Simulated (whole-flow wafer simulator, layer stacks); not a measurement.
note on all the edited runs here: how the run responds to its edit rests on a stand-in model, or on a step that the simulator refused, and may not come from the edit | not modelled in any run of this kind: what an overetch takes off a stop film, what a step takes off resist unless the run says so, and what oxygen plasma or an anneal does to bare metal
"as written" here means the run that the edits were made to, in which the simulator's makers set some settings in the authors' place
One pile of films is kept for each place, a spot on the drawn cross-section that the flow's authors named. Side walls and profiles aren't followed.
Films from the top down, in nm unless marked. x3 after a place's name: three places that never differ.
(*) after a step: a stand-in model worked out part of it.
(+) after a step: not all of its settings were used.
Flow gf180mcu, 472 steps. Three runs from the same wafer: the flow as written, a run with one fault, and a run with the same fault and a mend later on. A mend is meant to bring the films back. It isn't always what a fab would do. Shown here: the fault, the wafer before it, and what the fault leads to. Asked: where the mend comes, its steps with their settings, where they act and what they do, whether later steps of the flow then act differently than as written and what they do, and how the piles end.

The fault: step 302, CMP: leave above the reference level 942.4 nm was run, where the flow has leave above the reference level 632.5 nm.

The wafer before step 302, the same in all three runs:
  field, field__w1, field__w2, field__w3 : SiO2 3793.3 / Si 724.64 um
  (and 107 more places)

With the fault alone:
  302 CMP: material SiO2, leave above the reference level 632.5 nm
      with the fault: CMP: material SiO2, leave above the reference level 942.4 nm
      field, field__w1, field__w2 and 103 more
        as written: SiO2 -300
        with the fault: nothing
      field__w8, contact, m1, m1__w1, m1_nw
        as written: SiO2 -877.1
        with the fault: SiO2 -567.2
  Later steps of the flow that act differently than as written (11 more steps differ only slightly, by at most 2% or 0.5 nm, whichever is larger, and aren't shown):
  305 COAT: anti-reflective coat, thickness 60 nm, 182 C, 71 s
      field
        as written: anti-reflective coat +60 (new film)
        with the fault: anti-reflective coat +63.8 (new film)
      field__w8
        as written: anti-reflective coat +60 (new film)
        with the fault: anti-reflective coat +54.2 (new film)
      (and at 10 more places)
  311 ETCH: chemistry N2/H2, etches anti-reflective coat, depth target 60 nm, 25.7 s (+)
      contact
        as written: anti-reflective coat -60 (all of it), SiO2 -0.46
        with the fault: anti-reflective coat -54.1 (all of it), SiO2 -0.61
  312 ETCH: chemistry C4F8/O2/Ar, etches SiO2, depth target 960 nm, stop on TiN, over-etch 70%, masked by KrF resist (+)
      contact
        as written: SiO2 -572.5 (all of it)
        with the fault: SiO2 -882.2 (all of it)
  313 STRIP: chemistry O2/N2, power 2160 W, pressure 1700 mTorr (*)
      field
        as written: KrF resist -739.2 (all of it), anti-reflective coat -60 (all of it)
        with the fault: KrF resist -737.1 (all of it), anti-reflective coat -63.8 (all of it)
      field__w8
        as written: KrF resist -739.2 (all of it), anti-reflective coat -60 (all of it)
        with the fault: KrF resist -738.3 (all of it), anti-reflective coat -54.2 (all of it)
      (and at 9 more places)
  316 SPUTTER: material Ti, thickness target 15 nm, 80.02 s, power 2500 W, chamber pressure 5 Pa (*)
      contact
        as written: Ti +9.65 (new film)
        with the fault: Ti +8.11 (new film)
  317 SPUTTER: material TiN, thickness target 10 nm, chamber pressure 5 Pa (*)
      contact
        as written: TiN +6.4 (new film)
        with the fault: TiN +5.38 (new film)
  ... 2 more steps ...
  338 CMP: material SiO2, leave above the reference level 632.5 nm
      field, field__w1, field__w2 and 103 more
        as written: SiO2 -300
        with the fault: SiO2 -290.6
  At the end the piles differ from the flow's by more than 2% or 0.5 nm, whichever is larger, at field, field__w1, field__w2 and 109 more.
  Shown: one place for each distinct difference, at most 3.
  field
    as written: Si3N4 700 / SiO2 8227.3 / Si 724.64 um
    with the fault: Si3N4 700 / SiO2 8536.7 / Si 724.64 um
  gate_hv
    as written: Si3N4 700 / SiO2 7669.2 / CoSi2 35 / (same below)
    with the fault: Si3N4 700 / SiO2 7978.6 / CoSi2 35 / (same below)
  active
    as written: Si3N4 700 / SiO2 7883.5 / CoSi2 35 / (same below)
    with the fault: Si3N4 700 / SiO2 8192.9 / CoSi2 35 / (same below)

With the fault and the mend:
  The mend comes after step 310.
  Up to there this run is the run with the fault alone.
  310a STRIP: chemistry O2/N2, power 2160 W, pressure 1700 mTorr (*)
      field__w2, field__w3, field__w6 and 35 more
        KrF resist -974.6 (all of it), anti-reflective coat -60 (all of it)
      iso_ptap_pw, iso_ntap_nw, iso_nw_fld and 33 more
        KrF resist -974.5 (all of it), anti-reflective coat -60 (all of it)
      p_well, sti, spacer, sd_n, mim_1p0, pad, dice_street
        KrF resist -974.5 (all of it), anti-reflective coat -60.1 (all of it)
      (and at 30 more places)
  310b CMP: material SiO2, leave above the reference level 632.5 nm (the flow's step 302 once more)
      field, field__w1, field__w2 and 103 more
        SiO2 -300
      field__w8, contact, m1, m1__w1, m1_nw
        SiO2 -309.9
  310c HMDS: 120 C, 60 s (the flow's step 304 once more)
      changes no film at any place that is followed
  310d COAT: anti-reflective coat, thickness 60 nm, 182 C, 71 s (the flow's step 305 once more)
      field, field__w1, field__w2 and 108 more
        anti-reflective coat +60 (new film)
  310e COAT: KrF resist, thickness 1000 nm (the flow's step 306 once more)
      field, field__w1, field__w2 and 108 more
        KrF resist +1000 (new film)
  310f SOFTBAKE: KrF resist (the flow's step 307 once more)
      changes no film at any place that is followed
  310g EXPOSE: photomask Via2 (the flow's step 308 once more)
      changes no film at any place that is followed
  310h PEB: KrF resist, 135 C, 90 s (the flow's step 309 once more)
      field, field__w1, field__w2 and 108 more
        KrF resist -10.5
  310i DEVELOP: KrF resist, thickness 1000 nm, 60 s (the flow's step 310 once more)
      field, field__w1, field__w2 and 107 more
        KrF resist -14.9
      contact
        KrF resist -989.5 (all of it)
  No later step of the flow acts differently than as written at any place that is followed.
  At the end the piles are the same as the flow's at every place that both follow.
